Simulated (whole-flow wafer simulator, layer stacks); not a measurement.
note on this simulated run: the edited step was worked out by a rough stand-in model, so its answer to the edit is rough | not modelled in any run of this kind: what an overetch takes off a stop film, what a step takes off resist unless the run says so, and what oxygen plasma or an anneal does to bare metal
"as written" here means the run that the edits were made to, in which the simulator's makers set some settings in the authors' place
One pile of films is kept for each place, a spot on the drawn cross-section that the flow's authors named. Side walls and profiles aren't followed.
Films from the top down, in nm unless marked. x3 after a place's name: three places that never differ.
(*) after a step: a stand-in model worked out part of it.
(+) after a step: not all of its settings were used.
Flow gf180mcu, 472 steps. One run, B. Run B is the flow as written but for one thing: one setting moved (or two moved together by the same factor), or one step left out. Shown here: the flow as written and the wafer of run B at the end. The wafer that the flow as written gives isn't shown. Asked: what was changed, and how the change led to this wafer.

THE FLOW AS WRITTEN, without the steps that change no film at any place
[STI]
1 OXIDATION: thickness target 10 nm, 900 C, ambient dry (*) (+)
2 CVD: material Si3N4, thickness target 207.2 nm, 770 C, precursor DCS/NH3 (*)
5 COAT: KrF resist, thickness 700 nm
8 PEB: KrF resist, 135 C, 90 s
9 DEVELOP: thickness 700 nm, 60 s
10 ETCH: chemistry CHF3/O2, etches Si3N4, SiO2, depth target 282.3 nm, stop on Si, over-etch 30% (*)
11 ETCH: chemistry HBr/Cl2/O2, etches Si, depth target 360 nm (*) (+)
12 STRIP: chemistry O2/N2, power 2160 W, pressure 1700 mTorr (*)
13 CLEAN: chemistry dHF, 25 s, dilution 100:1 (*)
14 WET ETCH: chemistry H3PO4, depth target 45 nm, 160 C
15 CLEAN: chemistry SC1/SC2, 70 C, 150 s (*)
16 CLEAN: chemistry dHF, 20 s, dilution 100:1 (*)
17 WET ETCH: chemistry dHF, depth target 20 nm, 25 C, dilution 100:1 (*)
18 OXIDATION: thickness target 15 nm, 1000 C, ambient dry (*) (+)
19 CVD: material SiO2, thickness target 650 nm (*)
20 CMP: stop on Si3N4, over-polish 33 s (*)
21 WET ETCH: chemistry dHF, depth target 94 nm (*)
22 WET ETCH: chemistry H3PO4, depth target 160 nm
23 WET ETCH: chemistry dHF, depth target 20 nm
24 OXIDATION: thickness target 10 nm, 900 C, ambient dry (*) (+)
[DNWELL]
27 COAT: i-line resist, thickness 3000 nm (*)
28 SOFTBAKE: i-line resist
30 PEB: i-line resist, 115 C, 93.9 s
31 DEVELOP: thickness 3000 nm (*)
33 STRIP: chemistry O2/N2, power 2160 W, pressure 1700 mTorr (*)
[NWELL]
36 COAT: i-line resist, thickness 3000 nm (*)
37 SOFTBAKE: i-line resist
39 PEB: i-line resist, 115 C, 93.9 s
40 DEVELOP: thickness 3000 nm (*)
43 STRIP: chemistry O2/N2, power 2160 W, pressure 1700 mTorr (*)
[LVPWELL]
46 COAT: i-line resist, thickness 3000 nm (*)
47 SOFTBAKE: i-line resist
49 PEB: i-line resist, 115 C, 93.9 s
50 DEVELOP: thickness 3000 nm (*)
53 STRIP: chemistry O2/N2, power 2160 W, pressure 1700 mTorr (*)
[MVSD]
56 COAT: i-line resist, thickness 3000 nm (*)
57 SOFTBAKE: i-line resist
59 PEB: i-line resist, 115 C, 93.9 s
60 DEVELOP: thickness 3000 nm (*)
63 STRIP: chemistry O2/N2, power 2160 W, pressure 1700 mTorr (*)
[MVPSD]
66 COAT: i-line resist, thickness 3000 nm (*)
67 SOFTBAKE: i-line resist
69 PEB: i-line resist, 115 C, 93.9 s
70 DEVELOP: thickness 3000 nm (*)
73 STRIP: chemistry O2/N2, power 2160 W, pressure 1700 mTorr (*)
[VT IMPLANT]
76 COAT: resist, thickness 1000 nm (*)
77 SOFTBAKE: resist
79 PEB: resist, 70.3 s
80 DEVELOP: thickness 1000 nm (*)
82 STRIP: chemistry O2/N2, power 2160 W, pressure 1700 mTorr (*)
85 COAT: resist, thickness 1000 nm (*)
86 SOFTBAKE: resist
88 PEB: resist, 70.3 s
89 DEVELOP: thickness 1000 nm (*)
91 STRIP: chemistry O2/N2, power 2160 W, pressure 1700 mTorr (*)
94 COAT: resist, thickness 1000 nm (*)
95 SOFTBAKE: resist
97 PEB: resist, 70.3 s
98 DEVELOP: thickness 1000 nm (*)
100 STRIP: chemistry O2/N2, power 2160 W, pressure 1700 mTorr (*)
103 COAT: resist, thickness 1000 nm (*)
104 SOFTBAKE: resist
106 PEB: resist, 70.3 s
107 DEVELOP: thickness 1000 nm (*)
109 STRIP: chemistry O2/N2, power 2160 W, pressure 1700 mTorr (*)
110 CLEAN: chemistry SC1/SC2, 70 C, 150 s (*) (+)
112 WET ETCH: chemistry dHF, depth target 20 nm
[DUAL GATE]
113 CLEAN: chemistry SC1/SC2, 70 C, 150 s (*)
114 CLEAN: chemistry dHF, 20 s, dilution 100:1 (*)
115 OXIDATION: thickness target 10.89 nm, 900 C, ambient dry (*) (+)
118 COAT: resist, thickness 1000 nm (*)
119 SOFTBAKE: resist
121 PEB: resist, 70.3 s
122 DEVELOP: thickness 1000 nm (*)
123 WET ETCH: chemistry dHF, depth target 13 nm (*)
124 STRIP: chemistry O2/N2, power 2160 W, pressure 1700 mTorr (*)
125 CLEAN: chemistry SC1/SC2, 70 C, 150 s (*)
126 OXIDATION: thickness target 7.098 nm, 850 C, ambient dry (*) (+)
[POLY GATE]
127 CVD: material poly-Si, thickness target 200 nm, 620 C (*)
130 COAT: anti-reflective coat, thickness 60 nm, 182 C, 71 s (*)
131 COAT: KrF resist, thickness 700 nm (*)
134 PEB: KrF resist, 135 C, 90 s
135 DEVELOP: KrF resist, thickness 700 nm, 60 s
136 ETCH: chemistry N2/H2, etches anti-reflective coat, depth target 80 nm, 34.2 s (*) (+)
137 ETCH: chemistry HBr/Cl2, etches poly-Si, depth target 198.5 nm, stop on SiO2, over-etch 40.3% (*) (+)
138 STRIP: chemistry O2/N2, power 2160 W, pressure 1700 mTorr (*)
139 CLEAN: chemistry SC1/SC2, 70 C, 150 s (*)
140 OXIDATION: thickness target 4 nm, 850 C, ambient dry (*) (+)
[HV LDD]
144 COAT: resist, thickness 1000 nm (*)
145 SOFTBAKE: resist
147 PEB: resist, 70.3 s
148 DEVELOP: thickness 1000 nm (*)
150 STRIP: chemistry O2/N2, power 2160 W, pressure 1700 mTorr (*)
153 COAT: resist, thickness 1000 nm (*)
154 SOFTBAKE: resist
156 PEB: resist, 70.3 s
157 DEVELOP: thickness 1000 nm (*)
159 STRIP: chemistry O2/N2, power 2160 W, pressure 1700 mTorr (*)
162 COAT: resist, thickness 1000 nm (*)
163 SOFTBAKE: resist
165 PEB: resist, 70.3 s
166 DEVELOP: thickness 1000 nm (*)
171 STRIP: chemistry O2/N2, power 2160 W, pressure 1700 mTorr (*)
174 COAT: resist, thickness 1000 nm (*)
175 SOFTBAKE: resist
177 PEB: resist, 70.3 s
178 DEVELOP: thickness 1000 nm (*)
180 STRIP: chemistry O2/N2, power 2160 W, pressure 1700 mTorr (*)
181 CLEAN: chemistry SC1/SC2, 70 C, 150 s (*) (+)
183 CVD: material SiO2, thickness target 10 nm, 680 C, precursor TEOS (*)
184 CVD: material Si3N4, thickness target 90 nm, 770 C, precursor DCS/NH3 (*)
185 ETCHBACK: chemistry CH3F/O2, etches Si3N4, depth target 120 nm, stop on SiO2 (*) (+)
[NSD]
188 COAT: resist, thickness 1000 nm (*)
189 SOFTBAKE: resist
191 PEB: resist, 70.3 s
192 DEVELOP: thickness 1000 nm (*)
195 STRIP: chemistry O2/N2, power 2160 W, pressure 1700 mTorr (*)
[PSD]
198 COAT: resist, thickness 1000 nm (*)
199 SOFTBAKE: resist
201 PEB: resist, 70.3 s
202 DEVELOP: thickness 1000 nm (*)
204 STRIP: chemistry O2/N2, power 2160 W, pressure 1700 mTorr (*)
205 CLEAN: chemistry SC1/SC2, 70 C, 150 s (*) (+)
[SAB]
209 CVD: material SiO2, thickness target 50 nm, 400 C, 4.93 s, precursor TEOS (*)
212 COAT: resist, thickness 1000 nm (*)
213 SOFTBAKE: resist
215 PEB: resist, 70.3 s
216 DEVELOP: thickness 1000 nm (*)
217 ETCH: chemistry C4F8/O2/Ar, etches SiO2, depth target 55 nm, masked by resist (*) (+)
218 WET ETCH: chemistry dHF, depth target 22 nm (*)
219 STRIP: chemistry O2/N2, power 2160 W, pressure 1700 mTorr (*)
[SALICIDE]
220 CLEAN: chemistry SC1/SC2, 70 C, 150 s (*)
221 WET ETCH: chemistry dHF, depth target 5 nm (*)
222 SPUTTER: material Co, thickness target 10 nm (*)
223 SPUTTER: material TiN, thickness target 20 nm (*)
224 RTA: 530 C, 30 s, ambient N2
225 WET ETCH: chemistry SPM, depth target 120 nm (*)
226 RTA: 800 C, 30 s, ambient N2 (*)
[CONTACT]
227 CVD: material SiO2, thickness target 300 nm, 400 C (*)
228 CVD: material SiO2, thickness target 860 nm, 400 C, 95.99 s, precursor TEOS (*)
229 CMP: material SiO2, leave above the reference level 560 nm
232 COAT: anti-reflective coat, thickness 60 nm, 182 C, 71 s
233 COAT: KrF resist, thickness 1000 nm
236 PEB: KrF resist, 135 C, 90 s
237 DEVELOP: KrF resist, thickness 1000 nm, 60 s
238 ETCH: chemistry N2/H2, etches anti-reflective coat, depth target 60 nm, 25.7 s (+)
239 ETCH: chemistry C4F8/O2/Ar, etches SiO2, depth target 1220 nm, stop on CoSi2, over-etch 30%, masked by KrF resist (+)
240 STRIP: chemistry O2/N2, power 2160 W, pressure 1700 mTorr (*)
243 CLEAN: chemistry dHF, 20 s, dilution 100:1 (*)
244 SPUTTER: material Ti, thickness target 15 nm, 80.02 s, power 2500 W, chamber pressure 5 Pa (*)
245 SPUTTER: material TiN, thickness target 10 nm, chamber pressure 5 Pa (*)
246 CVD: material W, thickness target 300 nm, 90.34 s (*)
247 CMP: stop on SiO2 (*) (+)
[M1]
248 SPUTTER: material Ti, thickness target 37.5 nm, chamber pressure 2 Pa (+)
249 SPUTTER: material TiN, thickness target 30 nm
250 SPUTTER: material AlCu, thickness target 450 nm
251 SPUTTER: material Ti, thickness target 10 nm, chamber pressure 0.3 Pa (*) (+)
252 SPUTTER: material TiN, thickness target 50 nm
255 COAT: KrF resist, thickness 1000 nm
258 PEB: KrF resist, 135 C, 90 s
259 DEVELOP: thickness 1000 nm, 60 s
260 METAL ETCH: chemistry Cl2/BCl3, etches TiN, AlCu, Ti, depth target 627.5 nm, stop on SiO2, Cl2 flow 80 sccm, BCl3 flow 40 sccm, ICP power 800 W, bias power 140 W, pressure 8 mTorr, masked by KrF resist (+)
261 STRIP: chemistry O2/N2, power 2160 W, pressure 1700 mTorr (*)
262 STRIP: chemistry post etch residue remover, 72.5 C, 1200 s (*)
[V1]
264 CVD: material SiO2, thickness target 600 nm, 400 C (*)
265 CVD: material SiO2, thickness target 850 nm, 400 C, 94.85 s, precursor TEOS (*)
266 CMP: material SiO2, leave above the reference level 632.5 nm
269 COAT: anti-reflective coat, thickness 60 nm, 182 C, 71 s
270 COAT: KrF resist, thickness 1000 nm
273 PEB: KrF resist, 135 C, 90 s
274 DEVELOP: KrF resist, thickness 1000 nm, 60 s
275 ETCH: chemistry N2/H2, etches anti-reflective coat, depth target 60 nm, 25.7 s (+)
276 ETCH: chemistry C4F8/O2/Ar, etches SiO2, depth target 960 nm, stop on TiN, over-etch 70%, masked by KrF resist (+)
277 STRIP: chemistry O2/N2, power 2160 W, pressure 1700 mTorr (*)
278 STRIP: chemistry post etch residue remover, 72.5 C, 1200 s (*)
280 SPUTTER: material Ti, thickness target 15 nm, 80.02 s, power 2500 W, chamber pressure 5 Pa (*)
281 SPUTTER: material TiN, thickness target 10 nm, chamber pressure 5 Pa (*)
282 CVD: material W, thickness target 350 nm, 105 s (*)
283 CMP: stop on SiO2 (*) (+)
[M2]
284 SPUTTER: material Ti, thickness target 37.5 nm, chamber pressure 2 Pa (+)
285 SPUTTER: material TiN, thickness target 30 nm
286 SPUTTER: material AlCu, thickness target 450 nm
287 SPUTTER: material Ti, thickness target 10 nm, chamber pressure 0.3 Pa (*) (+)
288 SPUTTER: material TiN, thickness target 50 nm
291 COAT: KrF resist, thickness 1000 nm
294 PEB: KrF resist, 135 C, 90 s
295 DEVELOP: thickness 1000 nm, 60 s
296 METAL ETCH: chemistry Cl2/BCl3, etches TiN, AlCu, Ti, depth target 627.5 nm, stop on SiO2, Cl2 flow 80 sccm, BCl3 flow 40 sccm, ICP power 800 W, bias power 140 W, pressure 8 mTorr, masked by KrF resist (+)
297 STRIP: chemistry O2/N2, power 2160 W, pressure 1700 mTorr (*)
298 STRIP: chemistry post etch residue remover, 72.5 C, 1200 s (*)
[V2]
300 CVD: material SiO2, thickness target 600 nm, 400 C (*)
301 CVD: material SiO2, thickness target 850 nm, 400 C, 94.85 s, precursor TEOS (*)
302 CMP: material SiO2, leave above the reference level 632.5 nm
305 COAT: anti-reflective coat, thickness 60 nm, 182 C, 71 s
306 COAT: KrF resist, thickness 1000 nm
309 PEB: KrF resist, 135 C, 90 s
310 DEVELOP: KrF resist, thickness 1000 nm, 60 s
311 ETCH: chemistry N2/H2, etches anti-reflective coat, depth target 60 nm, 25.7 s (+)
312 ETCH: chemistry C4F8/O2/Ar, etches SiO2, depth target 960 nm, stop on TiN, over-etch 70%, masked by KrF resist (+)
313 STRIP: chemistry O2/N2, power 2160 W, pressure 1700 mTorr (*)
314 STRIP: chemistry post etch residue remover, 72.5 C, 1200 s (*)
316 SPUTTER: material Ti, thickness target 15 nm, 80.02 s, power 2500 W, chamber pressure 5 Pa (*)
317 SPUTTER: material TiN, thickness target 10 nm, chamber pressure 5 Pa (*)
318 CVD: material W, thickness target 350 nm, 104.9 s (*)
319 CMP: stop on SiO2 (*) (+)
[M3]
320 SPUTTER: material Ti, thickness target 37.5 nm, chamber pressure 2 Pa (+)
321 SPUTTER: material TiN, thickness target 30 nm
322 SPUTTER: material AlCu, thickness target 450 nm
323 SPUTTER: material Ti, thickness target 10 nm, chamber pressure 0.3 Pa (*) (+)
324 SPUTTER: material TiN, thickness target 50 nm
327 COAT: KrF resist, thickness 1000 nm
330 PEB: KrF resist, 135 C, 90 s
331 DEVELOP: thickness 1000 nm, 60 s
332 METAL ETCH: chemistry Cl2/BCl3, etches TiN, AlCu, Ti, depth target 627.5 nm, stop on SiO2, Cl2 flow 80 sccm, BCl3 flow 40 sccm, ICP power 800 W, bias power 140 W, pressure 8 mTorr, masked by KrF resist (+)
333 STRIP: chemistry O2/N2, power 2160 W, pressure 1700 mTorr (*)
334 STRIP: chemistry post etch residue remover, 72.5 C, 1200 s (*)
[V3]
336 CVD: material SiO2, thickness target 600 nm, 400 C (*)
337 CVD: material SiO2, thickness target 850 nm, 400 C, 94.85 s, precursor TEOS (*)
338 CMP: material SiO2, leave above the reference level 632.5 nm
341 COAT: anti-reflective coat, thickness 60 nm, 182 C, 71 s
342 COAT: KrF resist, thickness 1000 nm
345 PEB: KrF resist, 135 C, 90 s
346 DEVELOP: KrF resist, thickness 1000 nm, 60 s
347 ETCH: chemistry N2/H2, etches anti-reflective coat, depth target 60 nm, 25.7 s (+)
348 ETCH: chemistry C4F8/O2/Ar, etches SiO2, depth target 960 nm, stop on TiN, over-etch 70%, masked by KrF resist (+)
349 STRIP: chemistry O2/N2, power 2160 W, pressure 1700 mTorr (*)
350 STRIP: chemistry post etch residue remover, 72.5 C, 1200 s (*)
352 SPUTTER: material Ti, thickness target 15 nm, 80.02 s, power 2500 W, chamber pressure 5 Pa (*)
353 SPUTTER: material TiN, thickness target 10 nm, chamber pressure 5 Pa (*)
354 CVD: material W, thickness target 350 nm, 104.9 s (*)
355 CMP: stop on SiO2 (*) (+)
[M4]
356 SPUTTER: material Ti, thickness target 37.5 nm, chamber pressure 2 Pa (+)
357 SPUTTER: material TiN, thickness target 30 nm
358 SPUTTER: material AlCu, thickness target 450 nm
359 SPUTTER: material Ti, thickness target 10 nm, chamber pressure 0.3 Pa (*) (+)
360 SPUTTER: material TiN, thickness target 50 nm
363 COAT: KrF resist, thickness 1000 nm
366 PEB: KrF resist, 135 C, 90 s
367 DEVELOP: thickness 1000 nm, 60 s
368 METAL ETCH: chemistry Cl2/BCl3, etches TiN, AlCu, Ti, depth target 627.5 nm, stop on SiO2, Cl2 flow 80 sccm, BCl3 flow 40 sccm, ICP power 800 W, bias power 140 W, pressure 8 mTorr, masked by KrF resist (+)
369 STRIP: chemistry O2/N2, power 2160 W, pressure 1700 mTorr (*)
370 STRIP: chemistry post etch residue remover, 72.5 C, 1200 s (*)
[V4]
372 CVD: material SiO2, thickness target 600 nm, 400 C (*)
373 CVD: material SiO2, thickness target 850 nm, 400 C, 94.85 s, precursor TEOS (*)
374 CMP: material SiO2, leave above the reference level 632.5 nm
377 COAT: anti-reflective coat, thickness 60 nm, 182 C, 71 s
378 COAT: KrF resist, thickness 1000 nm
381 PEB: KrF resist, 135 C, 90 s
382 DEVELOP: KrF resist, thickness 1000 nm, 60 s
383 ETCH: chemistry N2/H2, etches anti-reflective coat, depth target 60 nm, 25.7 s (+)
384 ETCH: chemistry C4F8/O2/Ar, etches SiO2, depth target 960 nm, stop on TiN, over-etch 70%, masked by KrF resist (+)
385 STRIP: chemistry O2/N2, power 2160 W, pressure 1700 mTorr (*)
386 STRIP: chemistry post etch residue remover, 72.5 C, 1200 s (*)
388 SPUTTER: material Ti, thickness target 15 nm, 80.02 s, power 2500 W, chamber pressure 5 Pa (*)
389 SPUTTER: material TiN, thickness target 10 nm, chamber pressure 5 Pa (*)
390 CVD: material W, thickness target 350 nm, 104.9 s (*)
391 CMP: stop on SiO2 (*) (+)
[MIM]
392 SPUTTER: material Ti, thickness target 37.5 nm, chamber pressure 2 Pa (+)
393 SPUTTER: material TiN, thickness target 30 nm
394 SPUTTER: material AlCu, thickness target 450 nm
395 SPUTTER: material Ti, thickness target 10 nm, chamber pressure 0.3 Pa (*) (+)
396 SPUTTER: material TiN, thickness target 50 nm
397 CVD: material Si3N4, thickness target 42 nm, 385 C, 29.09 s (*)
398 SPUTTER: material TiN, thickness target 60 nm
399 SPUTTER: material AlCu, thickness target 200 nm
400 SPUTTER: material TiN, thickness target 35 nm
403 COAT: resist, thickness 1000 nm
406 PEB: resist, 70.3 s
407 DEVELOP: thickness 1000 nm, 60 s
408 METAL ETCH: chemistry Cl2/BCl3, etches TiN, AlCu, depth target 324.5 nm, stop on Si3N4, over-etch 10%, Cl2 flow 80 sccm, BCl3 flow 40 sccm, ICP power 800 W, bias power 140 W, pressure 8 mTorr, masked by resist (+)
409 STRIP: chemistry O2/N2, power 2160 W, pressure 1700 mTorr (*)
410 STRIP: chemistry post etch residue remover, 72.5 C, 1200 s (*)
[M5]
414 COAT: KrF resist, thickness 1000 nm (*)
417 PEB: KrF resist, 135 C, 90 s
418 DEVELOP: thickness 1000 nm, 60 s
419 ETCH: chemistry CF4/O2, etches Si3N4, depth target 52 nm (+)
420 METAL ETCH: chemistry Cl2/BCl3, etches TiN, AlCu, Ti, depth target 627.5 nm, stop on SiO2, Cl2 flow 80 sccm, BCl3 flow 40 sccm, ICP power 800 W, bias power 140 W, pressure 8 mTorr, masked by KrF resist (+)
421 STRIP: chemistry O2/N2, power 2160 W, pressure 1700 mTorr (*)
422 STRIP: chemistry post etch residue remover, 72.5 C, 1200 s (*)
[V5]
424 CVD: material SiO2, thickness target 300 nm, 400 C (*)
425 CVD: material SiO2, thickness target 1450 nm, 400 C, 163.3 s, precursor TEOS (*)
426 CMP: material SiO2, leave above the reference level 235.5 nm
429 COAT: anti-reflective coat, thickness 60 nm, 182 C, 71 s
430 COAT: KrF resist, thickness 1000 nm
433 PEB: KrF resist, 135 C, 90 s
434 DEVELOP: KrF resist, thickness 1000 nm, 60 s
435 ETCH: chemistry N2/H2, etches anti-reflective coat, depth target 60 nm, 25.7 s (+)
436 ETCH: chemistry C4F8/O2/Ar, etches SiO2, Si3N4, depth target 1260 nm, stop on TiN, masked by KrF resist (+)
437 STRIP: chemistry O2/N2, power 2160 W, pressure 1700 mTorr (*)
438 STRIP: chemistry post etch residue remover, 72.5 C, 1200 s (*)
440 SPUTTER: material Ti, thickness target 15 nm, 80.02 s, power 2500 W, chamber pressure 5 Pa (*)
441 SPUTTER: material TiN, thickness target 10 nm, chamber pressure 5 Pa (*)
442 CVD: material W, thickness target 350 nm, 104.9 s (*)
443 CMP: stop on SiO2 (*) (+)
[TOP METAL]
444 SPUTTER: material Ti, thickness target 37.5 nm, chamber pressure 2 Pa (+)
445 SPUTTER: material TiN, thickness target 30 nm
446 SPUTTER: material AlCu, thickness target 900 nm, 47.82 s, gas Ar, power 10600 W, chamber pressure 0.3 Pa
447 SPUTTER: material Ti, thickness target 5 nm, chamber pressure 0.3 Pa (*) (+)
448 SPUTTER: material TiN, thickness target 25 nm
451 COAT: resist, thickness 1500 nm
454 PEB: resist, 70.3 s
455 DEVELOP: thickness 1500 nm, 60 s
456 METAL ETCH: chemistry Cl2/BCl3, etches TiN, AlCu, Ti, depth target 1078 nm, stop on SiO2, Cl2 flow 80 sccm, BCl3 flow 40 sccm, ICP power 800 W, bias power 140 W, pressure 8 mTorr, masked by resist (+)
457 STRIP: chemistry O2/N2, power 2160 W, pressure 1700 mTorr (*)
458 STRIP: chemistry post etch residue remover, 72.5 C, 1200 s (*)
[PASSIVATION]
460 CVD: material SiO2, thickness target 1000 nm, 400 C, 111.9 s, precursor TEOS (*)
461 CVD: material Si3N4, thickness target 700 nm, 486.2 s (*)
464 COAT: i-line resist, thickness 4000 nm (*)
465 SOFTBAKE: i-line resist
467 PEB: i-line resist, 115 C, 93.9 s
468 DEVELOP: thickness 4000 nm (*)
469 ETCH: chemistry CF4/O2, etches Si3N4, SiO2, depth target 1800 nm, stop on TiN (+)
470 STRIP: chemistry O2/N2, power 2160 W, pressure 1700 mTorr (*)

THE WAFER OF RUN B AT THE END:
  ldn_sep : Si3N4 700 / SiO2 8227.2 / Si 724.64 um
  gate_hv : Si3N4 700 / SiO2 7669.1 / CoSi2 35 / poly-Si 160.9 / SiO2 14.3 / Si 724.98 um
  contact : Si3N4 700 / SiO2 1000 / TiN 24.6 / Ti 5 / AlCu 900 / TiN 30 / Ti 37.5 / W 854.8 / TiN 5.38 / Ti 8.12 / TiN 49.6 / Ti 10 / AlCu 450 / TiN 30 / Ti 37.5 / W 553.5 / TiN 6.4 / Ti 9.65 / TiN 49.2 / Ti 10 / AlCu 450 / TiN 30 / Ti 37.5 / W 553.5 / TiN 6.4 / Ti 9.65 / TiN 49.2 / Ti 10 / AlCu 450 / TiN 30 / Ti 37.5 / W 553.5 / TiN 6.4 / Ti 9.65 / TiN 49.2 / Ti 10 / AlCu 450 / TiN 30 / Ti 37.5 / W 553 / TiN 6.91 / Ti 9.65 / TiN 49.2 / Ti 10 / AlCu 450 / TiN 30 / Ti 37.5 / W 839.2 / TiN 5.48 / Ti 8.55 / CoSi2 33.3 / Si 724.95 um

The cause: step 281, SPUTTER: thickness target 10.8 nm was run, where the flow has thickness target 10 nm.

How the change led to this, step by step:
  281 SPUTTER: material TiN, thickness target 10 nm, chamber pressure 5 Pa (*)
      field, field__w1, field__w2 and 107 more: TiN +10.8 (new film) (as written it would be: TiN +10 (new film))
      contact: TiN +6.91 (new film) (as written it would be: TiN +6.4 (new film))
  283 CMP: stop on SiO2 (*) (+)
      field, field__w1, field__w2 and 107 more: W -350 (all of it), TiN -10.8 (all of it), Ti -15 (all of it), SiO2 -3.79 (as written it would be: W -350 (all of it), TiN -10 (all of it), Ti -15 (all of it), SiO2 -3.78)
